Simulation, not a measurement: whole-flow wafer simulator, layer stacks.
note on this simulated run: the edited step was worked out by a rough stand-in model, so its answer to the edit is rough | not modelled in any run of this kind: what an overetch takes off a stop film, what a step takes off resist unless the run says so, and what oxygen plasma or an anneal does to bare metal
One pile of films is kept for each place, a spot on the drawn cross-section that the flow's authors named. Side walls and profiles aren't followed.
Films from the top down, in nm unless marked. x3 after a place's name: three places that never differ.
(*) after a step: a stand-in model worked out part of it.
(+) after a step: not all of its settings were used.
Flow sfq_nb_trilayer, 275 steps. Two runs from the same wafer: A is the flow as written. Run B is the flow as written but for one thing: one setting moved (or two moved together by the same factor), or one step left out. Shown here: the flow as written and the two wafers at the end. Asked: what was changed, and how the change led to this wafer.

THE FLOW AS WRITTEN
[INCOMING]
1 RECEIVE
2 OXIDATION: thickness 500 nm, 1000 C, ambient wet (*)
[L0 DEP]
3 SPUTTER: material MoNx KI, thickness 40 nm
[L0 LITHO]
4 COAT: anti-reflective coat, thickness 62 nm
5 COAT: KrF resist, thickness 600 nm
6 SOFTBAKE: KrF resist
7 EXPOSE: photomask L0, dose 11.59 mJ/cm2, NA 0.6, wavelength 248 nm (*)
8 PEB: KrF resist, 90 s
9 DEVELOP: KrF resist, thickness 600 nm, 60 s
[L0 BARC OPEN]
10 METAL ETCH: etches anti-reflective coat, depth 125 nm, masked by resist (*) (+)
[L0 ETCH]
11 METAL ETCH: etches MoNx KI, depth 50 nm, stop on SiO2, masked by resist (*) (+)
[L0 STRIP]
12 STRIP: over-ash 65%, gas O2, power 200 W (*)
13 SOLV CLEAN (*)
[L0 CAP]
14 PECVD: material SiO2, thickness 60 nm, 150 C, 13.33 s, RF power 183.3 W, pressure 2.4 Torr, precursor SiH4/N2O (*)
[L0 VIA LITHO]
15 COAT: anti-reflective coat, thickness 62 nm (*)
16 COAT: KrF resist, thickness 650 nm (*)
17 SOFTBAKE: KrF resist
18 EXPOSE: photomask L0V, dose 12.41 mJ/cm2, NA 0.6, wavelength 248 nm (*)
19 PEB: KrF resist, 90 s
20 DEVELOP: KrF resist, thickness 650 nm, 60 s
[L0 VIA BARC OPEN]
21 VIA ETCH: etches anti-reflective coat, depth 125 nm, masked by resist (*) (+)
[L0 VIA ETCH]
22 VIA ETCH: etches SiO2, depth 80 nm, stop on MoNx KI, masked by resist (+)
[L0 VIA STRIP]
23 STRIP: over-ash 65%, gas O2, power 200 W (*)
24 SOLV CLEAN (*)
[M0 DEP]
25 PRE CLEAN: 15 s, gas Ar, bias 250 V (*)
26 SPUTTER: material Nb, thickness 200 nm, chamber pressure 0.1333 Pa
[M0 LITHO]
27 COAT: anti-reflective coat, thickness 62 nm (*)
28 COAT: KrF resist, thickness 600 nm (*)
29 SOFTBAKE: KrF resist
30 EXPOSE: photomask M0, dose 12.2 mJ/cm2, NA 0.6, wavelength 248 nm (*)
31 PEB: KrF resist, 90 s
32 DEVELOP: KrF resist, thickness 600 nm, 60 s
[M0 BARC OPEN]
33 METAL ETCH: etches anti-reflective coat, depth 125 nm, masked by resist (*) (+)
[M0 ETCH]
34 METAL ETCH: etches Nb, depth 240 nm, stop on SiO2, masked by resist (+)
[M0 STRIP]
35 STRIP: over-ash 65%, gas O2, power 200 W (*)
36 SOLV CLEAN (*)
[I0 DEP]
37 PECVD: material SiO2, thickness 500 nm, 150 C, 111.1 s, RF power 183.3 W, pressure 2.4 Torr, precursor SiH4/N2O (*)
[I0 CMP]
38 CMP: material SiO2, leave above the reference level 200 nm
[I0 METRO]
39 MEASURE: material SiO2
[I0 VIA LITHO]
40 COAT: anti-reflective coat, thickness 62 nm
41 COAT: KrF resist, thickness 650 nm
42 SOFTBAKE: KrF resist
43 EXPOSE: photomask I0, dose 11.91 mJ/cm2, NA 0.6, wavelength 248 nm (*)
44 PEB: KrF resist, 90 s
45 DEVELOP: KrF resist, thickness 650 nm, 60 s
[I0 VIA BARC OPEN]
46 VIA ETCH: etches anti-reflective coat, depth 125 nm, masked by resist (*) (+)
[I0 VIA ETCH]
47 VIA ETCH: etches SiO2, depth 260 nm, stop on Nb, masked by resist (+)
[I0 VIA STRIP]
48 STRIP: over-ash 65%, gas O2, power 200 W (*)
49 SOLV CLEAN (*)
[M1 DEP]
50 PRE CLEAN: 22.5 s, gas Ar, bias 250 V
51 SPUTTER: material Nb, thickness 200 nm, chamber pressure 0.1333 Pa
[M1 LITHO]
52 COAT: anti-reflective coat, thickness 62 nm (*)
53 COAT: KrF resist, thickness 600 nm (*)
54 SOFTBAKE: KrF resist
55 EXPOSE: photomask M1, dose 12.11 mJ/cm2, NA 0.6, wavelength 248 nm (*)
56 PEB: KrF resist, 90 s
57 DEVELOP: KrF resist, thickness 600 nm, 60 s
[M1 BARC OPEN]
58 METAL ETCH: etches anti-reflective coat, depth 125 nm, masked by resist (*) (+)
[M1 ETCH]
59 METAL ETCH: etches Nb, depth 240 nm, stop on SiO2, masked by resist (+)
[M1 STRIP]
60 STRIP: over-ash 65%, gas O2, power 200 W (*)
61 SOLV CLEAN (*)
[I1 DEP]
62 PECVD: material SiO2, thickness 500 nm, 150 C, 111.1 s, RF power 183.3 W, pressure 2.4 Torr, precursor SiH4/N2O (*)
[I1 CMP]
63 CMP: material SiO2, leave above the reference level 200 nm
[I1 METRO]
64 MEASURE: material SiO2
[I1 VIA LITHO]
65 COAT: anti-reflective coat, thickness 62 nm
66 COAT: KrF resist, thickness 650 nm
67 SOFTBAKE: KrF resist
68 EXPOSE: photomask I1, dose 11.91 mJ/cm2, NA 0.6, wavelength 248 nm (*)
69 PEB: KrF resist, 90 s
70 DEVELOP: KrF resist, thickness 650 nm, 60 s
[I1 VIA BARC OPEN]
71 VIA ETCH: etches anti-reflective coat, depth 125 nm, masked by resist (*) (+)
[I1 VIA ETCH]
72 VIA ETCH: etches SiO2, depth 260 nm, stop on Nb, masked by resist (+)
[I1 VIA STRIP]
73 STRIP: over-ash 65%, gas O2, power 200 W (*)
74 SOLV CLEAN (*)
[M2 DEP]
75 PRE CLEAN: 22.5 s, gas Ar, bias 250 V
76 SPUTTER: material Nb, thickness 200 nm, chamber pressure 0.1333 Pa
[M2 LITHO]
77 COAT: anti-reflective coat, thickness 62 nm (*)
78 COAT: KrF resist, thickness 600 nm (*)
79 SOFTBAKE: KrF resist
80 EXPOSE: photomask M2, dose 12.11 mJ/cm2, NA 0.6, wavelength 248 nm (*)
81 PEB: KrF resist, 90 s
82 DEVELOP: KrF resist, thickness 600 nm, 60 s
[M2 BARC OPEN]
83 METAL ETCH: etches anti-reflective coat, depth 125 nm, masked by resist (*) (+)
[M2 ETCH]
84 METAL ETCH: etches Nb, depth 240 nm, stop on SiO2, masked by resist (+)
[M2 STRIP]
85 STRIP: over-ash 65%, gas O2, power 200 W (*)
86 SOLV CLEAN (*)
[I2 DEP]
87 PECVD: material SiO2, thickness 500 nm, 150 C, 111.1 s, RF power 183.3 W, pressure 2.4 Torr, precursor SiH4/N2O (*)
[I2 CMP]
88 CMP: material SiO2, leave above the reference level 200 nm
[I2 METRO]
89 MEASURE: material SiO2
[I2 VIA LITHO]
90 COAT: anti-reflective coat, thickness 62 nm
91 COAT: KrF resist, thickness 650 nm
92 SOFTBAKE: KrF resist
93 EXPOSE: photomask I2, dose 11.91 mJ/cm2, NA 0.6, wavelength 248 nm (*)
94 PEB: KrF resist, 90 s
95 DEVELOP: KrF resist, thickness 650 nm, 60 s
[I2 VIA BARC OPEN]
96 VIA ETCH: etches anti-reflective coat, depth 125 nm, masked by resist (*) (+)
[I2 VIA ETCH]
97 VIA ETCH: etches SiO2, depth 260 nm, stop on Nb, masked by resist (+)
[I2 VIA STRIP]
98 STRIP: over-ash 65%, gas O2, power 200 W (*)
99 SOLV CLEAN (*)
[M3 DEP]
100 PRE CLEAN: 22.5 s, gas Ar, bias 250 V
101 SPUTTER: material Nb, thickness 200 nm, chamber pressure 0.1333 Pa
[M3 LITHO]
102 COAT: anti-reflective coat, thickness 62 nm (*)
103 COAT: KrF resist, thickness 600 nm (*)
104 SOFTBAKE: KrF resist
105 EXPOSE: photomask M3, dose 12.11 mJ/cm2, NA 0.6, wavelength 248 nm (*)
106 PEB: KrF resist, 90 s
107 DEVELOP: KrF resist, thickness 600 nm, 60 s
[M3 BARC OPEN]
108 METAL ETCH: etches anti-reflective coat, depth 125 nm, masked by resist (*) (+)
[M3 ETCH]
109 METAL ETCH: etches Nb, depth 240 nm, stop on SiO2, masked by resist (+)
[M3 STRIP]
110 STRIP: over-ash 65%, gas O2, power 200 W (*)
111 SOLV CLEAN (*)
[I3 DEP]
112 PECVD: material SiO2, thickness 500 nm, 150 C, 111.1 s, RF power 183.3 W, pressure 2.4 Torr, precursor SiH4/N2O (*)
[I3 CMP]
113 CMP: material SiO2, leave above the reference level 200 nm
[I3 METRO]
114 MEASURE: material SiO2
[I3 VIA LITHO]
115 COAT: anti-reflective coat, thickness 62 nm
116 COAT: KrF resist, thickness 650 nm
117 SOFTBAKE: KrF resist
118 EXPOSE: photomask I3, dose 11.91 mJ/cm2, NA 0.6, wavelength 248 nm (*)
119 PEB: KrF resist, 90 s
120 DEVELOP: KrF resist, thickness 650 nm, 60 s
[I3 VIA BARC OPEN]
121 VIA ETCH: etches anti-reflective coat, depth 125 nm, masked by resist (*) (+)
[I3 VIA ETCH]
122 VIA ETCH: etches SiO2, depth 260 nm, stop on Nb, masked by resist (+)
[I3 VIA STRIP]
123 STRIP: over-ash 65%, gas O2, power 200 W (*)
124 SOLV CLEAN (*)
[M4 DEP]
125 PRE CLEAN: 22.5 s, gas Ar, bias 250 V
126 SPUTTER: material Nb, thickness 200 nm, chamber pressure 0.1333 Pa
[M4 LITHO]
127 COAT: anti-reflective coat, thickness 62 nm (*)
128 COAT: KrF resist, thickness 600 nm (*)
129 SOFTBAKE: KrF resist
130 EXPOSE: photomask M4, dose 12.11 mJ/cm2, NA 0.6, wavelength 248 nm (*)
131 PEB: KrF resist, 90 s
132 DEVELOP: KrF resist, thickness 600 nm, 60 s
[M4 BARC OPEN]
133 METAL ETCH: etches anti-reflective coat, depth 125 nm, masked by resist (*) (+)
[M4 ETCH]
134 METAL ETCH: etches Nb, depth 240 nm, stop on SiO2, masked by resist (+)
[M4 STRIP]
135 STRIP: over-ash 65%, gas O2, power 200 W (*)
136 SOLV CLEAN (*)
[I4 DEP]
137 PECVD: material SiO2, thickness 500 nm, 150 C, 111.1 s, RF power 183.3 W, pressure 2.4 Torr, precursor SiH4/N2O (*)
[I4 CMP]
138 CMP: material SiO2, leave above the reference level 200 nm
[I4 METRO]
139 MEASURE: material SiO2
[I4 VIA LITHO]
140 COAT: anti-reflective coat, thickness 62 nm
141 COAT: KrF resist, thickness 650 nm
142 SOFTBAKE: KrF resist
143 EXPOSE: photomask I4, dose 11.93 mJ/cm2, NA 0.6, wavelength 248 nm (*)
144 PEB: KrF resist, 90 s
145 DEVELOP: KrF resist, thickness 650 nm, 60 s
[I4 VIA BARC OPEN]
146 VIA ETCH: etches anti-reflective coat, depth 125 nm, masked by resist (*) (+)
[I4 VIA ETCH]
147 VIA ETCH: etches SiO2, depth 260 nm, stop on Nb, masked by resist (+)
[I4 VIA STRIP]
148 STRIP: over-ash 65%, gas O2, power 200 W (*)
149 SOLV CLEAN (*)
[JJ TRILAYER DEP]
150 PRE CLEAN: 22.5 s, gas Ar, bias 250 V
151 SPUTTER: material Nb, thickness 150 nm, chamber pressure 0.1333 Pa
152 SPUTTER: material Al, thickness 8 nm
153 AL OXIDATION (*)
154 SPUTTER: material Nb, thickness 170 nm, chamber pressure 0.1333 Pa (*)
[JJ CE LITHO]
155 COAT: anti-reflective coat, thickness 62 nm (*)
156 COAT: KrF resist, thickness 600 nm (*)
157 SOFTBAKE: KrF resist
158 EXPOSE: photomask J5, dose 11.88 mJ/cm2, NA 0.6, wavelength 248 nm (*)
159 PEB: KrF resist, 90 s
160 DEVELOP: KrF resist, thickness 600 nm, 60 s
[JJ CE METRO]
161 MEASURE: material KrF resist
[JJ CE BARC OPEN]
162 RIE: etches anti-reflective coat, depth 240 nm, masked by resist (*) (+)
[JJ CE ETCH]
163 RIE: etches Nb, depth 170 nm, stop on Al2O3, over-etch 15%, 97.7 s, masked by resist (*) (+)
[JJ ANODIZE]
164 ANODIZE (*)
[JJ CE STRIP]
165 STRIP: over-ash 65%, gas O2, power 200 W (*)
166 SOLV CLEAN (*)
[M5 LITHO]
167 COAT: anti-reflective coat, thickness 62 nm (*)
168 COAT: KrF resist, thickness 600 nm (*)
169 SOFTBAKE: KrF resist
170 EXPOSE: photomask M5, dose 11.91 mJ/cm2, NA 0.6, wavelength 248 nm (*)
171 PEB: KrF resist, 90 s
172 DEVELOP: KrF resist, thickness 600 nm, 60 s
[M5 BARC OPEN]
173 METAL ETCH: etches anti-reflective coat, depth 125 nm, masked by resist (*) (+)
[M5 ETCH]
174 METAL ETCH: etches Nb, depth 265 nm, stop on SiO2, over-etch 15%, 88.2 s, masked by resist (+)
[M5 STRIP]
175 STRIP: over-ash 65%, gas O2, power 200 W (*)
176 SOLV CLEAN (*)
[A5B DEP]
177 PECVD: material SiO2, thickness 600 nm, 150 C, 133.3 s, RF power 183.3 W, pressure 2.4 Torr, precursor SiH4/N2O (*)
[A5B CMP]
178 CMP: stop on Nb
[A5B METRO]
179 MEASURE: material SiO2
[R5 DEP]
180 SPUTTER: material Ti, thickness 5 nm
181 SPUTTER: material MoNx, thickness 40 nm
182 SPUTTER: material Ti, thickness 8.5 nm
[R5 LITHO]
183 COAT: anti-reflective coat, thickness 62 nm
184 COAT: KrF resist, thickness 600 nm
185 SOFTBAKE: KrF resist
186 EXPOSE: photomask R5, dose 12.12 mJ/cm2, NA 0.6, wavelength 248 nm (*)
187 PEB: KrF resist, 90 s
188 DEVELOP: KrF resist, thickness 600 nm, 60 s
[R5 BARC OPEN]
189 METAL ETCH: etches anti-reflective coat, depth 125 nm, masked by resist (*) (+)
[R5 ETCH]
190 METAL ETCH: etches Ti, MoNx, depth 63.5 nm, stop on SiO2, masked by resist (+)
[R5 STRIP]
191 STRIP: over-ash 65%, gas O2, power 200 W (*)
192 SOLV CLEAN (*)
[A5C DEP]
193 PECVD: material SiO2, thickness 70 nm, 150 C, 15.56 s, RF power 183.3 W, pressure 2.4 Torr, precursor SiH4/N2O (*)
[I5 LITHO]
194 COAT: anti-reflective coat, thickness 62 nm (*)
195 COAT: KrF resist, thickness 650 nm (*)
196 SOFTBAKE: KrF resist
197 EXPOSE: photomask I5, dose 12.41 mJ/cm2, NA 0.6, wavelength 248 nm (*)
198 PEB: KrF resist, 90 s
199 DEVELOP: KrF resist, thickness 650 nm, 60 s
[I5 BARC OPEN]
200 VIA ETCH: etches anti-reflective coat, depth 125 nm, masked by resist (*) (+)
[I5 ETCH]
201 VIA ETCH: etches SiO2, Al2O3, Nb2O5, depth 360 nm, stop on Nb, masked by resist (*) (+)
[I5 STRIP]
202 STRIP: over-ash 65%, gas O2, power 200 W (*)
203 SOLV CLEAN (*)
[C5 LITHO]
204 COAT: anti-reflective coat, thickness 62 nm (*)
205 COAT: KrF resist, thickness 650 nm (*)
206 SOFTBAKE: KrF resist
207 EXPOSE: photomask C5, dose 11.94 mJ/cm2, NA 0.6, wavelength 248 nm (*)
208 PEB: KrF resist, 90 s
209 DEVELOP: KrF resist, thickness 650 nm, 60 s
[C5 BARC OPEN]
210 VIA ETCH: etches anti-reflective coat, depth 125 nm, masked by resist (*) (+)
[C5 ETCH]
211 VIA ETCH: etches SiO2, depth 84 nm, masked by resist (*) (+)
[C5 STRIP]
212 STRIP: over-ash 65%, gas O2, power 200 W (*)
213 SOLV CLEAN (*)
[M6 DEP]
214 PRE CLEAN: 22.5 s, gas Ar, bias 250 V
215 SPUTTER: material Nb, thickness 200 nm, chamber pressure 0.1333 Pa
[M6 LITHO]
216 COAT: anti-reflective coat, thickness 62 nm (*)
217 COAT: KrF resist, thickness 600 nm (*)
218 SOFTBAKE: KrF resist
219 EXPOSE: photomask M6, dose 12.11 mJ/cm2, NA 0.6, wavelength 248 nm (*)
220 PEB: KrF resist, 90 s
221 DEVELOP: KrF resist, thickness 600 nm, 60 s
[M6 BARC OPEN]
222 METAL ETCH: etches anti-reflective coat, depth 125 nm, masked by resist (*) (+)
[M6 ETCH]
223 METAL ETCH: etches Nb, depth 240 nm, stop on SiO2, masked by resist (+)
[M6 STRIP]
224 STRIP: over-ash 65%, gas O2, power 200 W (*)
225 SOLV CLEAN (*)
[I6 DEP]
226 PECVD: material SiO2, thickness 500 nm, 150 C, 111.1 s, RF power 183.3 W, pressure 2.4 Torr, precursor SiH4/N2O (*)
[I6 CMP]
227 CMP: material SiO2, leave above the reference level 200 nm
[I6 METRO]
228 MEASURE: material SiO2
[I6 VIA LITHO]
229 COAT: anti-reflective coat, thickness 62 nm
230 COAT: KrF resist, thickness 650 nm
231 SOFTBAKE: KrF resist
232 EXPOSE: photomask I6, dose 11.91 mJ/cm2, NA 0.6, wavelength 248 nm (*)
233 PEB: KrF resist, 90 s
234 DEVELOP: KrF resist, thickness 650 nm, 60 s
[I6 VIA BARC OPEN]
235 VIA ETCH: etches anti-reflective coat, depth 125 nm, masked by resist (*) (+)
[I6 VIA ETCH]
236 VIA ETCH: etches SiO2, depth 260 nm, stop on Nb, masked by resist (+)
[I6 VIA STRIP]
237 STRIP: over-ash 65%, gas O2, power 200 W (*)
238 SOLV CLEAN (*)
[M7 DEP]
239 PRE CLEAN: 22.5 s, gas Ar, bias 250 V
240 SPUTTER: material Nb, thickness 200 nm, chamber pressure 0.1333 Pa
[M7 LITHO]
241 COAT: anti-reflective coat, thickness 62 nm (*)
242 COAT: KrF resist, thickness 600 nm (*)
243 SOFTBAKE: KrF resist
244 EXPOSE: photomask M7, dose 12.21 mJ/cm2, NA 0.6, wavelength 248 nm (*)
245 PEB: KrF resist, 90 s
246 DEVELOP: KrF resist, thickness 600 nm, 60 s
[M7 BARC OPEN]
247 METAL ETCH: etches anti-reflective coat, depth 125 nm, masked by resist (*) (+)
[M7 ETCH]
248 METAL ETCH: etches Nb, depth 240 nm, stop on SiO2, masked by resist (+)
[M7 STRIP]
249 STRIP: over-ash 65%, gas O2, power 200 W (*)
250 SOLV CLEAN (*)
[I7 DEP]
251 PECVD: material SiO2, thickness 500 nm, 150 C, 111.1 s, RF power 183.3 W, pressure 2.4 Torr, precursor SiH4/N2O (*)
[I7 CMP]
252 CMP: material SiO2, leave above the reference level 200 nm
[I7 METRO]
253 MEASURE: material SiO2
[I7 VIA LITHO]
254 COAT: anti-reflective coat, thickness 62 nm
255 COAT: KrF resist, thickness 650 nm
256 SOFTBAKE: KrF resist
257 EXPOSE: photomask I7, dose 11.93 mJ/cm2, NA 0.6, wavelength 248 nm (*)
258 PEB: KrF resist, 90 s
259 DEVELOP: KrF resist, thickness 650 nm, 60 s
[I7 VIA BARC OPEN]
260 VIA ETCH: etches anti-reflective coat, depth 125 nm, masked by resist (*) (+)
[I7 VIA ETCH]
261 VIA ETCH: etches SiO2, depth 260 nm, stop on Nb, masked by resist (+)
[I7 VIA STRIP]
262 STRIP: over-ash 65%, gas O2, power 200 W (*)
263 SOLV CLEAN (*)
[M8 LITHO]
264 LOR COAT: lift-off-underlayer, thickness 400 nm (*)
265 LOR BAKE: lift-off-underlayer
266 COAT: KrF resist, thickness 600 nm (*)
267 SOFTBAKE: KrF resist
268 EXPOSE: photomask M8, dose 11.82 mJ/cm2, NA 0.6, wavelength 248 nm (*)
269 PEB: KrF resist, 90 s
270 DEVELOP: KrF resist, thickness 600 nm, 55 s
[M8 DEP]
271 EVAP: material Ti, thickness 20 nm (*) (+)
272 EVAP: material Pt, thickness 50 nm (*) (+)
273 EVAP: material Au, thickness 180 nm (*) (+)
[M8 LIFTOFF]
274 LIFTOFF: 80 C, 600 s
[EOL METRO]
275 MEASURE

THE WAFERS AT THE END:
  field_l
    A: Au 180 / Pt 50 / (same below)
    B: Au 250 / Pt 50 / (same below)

The cause: step 273, EVAP: thickness 250 nm was run, where the flow has thickness 180 nm.
It can be read off the wafer: field_l has Au 250, and step 273 as written asks for 180 nm.

How the change led to this, step by step:
  273 EVAP: material Au, thickness 180 nm (*) (+)
      field_l, v_sur, via_wl and 103 more: A Au +180 (new film) | B Au +250 (new film)
  274 LIFTOFF: 80 C, 600 s
      p4_fl, p4_fm, p4_w1 and 71 more: A Au -180 (all of it), Pt -50 (all of it), Ti -20 (all of it), KrF resist -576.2 (all of it), lift-off-underlayer -400 (all of it) | B Au -250 (all of it), Pt -50 (all of it), Ti -20 (all of it), KrF resist -576.2 (all of it), lift-off-underlayer -400 (all of it)
      c5j, ce_r: A Au -180 (all of it), Pt -50 (all of it), Ti -20 (all of it), KrF resist -573.3 (all of it), lift-off-underlayer -399.3 (all of it) | B Au -250 (all of it), Pt -50 (all of it), Ti -20 (all of it), KrF resist -573.3 (all of it), lift-off-underlayer -399.3 (all of it)
      (and at 19 more places)
